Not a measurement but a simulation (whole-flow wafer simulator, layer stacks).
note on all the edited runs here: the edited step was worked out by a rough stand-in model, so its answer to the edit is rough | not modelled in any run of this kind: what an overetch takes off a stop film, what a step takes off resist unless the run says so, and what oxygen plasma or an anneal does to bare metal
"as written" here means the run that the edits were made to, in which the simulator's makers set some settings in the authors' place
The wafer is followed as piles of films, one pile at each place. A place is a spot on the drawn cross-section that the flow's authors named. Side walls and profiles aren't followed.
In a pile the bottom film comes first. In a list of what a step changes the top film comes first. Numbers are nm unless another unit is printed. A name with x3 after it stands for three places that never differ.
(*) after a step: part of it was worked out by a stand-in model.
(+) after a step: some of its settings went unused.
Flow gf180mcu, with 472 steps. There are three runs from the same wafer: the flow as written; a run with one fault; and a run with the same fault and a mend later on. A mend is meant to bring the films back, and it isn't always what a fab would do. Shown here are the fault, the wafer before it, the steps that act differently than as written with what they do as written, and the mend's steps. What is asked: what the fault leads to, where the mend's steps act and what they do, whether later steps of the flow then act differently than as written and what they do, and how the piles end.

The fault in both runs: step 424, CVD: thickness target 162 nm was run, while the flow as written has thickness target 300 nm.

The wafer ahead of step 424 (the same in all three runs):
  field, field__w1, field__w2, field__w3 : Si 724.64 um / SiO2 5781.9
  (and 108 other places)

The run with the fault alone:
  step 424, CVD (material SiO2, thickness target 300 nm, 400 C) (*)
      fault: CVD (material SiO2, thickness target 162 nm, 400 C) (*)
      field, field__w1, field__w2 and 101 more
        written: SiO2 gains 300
        fault: SiO2 gains 162
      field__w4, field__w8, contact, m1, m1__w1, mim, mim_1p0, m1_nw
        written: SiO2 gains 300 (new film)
        fault: SiO2 gains 162 (new film)
  Steps further on in the flow that do not act as written (1 more step, not shown, differs only slightly: by at most 2% or 0.5 nm, whichever is larger):
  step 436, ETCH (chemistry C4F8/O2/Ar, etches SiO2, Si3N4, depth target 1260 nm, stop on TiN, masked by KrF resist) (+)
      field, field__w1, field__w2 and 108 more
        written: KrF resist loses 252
        fault: KrF resist loses 220
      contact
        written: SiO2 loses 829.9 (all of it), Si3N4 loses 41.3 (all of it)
        fault: SiO2 loses 691.9 (all of it), Si3N4 loses 41.3 (all of it)
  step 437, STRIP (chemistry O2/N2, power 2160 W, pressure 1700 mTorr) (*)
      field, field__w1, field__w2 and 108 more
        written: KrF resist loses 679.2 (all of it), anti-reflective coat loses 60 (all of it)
        fault: KrF resist loses 711.2 (all of it), anti-reflective coat loses 60 (all of it)
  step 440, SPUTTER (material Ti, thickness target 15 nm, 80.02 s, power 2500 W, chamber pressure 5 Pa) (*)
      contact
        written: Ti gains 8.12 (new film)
        fault: Ti gains 8.79 (new film)
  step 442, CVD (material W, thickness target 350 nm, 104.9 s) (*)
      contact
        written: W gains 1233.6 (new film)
        fault: W gains 1094.5 (new film)
  At field__w4, field__w8, contact and 9 more, the piles at the end differ from the flow's by more than 2% or 0.5 nm, whichever is larger.
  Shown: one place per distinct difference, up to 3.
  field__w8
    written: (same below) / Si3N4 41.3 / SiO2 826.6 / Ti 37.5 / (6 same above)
    fault: (same below) / Si3N4 41.3 / SiO2 688.6 / Ti 37.5 / (6 same above)
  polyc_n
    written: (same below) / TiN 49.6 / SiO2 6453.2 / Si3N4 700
    fault: (same below) / TiN 49.6 / SiO2 6315.2 / Si3N4 700
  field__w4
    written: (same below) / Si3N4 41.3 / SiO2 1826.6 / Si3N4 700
    fault: (same below) / Si3N4 41.3 / SiO2 1688.6 / Si3N4 700

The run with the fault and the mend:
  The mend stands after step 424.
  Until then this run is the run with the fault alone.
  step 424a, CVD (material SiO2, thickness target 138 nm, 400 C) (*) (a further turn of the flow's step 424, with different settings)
      field, field__w1, field__w2 and 109 more
        SiO2 gains 138
  Later steps of the flow that are run all act as written at every place that is followed.
  By the end, the piles equal the flow's at every place that both follow.
